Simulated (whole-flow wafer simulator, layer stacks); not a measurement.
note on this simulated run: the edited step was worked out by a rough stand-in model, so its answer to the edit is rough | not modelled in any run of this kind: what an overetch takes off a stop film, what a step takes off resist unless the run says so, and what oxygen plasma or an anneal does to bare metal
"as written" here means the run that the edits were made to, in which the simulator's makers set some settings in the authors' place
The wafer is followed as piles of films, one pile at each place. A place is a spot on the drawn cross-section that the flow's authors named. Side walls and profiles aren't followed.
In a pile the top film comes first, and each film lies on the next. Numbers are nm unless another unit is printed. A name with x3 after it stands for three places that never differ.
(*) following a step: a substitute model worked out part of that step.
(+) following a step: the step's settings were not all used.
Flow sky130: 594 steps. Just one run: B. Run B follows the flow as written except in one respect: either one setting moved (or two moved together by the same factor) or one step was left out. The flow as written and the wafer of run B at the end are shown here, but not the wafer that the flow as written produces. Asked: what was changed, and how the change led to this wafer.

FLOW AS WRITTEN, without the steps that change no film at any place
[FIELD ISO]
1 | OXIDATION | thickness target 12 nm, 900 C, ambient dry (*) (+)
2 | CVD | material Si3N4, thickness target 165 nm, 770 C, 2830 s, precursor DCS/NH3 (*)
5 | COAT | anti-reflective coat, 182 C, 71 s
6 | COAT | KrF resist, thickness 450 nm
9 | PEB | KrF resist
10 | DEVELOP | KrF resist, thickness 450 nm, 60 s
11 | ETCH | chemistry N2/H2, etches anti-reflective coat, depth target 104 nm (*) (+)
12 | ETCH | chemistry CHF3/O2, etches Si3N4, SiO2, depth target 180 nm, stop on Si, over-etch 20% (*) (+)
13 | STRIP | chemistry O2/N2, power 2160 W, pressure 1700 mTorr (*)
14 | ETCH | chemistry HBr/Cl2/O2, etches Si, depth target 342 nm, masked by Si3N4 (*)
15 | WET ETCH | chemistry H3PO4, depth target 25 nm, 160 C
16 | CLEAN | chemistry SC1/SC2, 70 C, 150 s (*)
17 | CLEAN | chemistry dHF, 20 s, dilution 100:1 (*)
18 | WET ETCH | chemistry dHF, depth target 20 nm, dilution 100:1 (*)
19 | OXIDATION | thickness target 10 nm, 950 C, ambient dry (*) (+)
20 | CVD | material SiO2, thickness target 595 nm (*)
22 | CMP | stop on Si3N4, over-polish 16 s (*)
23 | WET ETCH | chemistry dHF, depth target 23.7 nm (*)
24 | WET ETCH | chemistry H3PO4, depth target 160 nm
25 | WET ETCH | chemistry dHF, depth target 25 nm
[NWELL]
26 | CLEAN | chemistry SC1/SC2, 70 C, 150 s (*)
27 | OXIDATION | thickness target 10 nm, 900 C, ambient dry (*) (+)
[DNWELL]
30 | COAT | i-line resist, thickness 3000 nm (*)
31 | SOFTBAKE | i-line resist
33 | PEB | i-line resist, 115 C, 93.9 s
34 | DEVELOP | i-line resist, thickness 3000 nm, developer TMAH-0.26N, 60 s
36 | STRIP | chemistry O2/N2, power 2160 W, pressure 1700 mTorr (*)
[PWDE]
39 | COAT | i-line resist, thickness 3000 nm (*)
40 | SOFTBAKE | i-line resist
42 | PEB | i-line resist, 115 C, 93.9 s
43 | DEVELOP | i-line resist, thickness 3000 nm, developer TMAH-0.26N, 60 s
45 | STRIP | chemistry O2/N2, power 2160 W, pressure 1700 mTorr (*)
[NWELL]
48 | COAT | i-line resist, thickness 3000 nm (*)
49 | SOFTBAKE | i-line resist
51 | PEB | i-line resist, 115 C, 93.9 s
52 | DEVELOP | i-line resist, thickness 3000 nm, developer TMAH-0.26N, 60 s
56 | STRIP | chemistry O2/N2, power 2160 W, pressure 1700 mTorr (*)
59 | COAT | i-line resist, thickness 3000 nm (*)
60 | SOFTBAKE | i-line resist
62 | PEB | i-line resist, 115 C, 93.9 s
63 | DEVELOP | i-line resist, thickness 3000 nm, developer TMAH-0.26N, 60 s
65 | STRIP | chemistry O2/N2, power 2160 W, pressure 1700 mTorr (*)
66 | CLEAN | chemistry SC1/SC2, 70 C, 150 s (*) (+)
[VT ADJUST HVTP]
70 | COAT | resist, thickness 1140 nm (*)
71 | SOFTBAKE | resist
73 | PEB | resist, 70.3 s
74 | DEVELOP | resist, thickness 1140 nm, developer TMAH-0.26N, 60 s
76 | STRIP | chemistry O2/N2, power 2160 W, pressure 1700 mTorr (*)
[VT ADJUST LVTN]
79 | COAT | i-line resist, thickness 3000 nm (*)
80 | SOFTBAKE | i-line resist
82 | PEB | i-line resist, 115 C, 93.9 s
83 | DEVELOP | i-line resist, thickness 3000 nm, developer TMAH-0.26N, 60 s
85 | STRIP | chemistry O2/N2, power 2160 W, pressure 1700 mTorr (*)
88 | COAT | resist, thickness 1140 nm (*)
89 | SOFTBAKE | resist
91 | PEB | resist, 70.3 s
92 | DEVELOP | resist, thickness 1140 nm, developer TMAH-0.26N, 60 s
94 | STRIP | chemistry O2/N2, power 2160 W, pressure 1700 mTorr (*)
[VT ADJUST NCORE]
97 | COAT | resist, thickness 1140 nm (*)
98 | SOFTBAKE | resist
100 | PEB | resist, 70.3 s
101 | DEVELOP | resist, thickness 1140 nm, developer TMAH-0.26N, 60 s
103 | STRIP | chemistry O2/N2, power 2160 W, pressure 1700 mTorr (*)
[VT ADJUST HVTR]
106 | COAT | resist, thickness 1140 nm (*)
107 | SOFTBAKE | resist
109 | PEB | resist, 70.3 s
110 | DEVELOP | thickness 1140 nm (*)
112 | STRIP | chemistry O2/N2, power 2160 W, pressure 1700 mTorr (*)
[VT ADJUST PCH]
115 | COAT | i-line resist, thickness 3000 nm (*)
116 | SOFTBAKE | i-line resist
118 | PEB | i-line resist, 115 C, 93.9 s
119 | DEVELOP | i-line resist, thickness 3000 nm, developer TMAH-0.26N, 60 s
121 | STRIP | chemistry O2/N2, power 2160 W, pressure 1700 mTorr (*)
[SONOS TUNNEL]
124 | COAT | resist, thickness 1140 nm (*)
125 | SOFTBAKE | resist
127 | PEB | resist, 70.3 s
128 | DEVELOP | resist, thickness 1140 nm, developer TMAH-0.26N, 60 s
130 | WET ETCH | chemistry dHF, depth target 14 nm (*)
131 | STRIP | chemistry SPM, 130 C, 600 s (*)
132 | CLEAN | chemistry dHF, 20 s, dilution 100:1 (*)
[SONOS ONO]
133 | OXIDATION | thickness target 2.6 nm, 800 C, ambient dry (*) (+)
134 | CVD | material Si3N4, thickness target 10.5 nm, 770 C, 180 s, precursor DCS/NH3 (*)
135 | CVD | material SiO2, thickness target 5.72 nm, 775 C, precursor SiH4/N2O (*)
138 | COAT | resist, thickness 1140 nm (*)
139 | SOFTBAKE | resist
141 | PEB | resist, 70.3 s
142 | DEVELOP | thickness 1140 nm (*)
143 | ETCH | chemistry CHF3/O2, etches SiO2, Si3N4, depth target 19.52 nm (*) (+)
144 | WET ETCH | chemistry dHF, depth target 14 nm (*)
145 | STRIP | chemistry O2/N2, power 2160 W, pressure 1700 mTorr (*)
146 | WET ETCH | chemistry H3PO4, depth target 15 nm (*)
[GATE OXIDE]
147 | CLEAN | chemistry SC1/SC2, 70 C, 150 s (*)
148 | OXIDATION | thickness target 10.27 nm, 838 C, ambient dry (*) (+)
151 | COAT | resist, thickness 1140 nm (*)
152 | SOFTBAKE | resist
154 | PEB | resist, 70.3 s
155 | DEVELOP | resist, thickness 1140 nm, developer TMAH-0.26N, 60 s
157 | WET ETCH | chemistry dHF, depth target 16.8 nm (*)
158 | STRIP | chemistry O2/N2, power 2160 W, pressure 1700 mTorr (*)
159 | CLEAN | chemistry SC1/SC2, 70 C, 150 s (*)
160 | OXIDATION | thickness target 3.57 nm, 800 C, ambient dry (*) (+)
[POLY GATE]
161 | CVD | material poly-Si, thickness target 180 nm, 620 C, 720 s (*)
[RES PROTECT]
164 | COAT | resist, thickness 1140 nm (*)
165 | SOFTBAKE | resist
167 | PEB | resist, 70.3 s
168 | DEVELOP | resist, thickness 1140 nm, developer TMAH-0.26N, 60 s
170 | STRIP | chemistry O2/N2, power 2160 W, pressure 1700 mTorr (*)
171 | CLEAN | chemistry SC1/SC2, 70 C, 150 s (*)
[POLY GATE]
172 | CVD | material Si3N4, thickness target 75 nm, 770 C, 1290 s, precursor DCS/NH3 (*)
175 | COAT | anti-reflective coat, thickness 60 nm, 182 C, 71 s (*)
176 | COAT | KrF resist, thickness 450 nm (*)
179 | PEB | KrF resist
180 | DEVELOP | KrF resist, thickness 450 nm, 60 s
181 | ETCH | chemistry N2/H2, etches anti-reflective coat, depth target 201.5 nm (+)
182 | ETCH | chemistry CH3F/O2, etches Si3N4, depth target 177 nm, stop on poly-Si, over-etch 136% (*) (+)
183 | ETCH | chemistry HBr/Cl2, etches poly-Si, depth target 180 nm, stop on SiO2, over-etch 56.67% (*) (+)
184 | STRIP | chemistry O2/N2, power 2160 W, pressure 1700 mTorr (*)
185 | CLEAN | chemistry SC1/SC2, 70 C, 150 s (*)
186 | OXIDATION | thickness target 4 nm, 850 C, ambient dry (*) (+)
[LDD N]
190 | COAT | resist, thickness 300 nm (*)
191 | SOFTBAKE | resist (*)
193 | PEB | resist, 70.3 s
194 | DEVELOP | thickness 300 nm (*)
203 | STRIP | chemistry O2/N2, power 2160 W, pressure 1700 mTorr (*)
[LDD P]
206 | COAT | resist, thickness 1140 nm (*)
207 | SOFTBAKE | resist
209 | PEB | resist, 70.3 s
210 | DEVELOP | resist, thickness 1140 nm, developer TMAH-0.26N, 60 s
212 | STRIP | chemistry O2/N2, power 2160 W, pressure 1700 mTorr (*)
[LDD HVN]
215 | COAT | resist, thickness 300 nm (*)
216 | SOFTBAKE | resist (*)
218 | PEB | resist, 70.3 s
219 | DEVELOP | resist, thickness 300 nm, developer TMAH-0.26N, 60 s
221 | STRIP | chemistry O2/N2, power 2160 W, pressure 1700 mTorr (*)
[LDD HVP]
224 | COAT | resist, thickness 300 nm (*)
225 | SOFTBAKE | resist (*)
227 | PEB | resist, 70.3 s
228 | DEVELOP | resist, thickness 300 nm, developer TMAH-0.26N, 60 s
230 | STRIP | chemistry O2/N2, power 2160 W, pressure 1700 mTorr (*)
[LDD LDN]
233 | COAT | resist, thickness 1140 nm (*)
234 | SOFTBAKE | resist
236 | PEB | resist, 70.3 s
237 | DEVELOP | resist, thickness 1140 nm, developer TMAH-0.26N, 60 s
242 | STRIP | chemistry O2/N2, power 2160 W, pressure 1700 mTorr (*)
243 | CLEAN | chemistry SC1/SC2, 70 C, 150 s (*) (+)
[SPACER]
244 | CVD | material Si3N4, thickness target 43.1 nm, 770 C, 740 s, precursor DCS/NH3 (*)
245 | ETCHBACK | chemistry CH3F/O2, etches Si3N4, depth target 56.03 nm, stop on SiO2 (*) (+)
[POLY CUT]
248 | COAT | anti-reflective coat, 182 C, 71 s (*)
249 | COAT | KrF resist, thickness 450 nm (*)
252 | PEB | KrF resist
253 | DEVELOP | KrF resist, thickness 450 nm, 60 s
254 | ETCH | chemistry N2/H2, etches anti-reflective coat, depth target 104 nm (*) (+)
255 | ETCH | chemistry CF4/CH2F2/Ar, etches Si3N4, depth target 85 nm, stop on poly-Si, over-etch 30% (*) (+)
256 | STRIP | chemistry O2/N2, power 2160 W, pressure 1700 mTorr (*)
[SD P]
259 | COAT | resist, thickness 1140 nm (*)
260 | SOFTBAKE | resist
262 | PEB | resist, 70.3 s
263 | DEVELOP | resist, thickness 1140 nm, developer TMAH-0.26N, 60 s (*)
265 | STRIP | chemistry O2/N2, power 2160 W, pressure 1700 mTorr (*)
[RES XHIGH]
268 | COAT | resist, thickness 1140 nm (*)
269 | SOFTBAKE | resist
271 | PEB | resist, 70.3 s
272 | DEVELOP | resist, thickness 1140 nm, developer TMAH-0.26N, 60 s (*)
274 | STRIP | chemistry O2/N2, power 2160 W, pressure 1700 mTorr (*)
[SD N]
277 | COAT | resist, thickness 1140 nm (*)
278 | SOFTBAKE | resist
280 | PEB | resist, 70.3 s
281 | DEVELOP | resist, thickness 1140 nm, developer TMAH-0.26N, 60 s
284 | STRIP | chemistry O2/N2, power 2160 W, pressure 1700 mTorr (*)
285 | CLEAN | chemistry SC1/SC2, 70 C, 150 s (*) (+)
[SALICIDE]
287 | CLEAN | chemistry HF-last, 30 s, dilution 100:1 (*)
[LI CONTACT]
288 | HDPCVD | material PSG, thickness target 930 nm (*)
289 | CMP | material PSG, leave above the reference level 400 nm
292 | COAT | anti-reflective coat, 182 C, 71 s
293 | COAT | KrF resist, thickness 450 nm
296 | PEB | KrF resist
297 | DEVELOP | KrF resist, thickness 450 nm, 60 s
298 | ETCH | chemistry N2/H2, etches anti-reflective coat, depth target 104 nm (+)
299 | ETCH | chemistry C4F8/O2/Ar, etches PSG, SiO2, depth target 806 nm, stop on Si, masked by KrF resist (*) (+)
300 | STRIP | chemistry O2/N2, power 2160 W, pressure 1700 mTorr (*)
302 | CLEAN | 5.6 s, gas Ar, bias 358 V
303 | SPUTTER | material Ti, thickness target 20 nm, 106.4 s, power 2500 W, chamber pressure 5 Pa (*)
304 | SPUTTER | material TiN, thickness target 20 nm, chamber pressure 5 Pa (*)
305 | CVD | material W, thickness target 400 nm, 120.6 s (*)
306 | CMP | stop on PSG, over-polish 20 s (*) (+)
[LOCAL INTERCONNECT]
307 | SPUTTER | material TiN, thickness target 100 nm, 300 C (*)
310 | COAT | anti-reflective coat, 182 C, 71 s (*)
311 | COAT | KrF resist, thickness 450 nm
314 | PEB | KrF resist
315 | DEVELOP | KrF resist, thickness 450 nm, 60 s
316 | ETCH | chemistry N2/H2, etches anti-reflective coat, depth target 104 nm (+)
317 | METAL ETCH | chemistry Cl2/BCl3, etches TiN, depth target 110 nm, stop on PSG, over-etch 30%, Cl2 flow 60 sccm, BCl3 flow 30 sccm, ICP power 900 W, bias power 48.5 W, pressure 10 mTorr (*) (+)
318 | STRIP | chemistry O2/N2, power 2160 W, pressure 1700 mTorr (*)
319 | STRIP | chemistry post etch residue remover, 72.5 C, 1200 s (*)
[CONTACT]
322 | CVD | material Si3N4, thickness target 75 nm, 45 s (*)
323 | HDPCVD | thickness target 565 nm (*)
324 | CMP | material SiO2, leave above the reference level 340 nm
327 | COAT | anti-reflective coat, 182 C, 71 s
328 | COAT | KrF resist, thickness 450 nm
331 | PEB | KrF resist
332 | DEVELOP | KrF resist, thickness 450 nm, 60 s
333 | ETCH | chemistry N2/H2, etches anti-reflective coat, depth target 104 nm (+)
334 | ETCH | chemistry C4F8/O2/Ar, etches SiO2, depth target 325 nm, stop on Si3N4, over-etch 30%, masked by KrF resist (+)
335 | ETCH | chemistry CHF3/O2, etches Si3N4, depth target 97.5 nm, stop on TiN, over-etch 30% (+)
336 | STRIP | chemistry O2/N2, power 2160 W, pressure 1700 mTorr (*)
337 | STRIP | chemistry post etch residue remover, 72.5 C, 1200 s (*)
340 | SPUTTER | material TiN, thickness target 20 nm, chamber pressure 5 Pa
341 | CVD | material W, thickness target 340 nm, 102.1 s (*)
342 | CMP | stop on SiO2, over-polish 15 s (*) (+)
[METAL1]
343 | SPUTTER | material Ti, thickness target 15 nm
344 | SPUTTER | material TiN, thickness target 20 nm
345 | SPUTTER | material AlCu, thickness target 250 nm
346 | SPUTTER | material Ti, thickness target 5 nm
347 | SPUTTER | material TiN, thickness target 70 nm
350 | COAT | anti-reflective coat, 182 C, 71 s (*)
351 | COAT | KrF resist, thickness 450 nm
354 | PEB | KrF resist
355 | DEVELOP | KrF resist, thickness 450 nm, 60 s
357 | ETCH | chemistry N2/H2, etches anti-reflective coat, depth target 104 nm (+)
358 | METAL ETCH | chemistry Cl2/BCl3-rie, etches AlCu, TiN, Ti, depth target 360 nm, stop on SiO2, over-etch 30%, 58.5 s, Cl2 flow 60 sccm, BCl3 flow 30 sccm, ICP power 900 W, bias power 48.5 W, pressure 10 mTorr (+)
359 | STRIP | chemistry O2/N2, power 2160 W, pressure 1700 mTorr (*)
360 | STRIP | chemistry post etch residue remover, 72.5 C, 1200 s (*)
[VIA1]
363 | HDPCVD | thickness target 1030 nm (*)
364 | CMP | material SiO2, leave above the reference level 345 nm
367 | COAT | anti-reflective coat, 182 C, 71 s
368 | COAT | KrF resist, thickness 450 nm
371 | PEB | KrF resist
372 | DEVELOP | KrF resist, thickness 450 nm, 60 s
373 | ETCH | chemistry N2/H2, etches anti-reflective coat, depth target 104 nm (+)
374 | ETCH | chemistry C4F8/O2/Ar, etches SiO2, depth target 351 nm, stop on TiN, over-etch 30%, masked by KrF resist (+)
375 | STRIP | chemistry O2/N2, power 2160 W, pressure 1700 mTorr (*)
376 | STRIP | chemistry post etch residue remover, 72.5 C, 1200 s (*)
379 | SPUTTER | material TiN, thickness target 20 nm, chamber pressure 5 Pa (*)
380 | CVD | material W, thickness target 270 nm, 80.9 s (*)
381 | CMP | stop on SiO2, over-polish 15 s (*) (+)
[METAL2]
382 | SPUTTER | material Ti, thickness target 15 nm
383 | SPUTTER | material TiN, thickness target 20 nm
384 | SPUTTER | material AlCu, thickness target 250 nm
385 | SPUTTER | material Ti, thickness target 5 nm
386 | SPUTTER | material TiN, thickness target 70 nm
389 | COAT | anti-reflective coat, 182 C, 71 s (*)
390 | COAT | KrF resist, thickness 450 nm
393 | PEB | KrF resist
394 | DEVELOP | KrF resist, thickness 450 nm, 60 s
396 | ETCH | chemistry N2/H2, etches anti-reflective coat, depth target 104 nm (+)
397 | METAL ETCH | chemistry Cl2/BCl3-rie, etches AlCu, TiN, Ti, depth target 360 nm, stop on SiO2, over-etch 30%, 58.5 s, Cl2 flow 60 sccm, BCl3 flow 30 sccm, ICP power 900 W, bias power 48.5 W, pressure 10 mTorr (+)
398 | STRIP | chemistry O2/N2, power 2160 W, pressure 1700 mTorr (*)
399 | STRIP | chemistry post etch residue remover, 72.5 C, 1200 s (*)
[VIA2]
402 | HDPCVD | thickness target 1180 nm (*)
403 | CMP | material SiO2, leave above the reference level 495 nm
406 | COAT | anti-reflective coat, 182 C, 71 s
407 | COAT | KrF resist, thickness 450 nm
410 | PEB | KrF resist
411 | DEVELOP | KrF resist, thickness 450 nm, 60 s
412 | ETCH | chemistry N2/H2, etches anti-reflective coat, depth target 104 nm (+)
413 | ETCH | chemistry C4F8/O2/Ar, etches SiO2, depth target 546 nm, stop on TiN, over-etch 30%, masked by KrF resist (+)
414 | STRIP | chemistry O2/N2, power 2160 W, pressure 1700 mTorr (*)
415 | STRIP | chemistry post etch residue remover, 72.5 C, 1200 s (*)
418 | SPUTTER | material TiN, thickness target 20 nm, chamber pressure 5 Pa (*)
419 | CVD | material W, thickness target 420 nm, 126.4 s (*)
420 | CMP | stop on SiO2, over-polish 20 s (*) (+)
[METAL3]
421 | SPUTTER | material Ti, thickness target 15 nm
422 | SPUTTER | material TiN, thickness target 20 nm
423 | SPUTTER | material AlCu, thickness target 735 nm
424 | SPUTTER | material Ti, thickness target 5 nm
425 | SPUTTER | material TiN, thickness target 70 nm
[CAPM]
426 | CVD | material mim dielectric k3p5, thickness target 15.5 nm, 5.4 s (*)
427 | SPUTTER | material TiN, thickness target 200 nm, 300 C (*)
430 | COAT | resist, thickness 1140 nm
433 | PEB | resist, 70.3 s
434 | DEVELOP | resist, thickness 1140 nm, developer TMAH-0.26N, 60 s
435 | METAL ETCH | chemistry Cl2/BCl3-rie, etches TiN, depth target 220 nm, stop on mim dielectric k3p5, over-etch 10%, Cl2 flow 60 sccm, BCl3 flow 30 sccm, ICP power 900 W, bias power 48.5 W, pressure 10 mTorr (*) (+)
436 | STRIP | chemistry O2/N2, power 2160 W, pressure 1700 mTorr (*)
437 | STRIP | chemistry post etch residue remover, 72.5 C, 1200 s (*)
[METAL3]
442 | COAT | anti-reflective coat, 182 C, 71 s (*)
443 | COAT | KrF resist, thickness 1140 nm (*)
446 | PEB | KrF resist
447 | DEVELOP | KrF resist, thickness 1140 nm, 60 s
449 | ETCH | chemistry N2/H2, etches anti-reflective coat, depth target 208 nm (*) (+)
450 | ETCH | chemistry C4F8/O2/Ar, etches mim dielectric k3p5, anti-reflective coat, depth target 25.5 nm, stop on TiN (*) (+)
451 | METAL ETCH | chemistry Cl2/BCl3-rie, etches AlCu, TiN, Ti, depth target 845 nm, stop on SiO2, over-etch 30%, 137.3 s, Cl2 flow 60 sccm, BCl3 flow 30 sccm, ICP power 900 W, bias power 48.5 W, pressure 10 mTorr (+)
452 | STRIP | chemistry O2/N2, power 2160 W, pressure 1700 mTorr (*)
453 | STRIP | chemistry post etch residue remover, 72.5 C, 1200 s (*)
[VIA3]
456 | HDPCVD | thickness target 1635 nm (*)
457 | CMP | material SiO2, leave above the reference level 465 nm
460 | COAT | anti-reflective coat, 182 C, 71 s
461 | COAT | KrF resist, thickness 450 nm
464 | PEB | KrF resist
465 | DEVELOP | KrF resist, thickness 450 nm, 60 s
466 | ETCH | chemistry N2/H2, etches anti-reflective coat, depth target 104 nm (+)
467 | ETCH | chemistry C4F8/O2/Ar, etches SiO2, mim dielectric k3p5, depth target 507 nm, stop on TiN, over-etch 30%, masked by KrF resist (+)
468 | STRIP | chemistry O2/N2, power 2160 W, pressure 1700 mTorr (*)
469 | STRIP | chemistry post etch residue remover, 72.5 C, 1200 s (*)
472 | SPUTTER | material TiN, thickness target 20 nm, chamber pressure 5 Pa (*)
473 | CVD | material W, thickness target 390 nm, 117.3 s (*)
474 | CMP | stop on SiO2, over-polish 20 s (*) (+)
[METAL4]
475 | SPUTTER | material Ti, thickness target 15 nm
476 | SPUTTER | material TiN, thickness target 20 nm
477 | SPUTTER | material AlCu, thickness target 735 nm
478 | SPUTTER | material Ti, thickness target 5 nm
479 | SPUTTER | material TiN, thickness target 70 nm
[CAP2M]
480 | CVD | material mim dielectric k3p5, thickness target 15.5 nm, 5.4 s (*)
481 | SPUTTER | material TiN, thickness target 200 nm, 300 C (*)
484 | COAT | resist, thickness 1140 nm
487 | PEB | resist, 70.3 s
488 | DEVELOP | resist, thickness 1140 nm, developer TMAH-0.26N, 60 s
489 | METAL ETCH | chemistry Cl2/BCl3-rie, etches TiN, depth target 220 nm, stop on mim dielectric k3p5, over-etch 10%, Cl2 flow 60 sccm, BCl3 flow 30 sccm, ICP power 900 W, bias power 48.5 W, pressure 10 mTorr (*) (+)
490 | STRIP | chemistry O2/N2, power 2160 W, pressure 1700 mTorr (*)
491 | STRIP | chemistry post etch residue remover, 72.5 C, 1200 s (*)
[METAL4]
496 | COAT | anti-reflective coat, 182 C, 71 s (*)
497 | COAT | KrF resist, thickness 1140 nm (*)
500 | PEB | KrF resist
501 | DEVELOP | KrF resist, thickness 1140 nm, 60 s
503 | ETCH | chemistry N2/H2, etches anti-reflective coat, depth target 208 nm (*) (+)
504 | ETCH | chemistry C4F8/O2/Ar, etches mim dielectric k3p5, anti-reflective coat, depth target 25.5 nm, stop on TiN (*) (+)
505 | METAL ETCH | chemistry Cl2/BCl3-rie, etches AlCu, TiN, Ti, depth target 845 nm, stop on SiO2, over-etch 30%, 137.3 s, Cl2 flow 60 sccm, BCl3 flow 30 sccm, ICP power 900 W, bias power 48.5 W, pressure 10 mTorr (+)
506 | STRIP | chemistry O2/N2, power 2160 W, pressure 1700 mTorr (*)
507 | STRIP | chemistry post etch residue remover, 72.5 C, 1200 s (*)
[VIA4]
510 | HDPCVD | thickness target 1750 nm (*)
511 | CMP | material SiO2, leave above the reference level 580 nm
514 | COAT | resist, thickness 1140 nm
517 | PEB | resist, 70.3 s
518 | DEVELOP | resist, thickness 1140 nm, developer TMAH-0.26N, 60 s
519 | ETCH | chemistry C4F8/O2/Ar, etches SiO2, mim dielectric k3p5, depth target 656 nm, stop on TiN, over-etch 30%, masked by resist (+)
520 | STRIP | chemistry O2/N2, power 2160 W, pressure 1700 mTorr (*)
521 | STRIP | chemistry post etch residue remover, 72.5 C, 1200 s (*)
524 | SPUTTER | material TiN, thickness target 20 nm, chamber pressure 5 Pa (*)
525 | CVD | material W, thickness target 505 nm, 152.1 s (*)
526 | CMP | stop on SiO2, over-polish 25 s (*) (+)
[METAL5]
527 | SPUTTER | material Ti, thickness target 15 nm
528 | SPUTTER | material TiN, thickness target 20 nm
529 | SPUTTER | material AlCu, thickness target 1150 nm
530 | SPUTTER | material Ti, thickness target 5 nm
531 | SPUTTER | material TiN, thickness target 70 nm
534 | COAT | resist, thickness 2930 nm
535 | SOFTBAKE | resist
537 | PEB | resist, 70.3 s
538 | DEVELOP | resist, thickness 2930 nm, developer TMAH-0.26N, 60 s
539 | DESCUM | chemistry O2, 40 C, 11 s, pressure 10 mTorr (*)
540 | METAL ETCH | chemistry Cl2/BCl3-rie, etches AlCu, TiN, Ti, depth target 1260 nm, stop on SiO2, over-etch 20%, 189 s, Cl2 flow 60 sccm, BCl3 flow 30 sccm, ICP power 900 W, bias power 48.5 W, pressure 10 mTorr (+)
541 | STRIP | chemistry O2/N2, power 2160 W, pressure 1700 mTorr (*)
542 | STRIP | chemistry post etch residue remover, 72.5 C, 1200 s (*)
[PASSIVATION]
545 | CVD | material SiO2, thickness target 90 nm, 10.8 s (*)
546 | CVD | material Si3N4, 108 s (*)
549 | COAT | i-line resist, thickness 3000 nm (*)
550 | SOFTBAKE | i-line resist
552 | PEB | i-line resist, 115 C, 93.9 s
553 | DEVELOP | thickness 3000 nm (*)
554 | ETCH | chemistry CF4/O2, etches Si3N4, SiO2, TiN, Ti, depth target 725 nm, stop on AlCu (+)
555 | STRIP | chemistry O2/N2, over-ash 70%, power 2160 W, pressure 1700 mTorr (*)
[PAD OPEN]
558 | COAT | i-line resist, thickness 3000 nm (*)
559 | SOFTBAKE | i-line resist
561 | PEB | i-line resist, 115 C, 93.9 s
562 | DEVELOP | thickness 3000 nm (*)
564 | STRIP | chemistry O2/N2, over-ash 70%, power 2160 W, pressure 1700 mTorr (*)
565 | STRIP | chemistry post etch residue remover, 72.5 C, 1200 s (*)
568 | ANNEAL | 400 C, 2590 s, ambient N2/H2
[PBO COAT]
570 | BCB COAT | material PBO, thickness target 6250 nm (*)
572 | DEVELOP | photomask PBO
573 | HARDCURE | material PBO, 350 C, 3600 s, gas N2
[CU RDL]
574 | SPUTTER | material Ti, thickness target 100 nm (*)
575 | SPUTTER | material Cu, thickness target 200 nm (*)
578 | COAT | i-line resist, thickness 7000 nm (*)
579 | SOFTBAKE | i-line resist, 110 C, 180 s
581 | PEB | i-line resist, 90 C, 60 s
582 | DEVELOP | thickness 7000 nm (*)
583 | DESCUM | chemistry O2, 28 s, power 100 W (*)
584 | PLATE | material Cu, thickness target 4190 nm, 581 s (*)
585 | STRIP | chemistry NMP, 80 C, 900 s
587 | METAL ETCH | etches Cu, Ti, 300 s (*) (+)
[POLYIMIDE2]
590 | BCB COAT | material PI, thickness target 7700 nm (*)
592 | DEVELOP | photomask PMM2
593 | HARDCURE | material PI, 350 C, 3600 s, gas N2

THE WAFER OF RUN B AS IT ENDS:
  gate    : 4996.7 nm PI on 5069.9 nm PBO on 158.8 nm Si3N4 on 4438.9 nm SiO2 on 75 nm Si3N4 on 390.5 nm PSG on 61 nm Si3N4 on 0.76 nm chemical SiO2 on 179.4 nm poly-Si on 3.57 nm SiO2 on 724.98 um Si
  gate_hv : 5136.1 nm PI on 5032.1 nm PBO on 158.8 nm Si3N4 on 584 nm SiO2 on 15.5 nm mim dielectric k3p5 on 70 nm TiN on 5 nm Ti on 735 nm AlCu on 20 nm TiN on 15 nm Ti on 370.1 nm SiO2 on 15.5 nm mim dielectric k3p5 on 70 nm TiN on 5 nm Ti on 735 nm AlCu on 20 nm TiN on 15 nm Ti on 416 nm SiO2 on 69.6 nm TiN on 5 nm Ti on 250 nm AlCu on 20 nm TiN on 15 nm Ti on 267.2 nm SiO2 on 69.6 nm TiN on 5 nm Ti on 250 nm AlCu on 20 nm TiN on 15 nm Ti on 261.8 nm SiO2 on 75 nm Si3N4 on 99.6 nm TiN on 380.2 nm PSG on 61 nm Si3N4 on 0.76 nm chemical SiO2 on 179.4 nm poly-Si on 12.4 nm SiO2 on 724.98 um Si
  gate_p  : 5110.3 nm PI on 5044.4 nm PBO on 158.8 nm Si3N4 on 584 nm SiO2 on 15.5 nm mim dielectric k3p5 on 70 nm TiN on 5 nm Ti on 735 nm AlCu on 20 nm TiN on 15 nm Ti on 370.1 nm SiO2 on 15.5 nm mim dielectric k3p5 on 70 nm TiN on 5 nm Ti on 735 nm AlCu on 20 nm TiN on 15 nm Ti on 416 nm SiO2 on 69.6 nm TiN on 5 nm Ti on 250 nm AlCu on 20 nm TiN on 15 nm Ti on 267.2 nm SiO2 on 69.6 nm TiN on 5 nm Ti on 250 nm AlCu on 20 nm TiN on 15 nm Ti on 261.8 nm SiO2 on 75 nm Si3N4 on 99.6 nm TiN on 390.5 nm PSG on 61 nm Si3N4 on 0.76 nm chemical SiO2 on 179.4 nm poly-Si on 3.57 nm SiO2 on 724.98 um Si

Cause: step 148, OXIDATION: thickness target 11.91 nm was run, while the flow as written has thickness target 10.27 nm.

Step by step, how the change led to this:
  148 | OXIDATION | thickness target 10.27 nm, 838 C, ambient dry (*) (+)
      active, n_well, p_well and 98 more: +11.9 SiO2 (new film), -0.76 chemical SiO2 (all of it), -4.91 Si (it would be, as written: +10.3 SiO2 (new film), -0.76 chemical SiO2 (all of it), -4.18 Si)
  157 | WET ETCH | chemistry dHF, depth target 16.8 nm (*)
      active, n_well, p_well and 58 more: -11.9 SiO2 (all of it) (it would be, as written: -10.3 SiO2 (all of it))
  248 | COAT | anti-reflective coat, 182 C, 71 s (*)
      m1: +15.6 anti-reflective coat (new film) (it would be, as written: +16.3 anti-reflective coat (new film))
  256 | STRIP | chemistry O2/N2, power 2160 W, pressure 1700 mTorr (*)
      m1: -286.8 KrF resist (all of it), -15.6 anti-reflective coat (all of it) (it would be, as written: -287.2 KrF resist (all of it), -16.3 anti-reflective coat (all of it))
  306 | CMP | stop on PSG, over-polish 20 s (*) (+)
      poly_licon: -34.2 W (it would be, as written: -33.3 W)
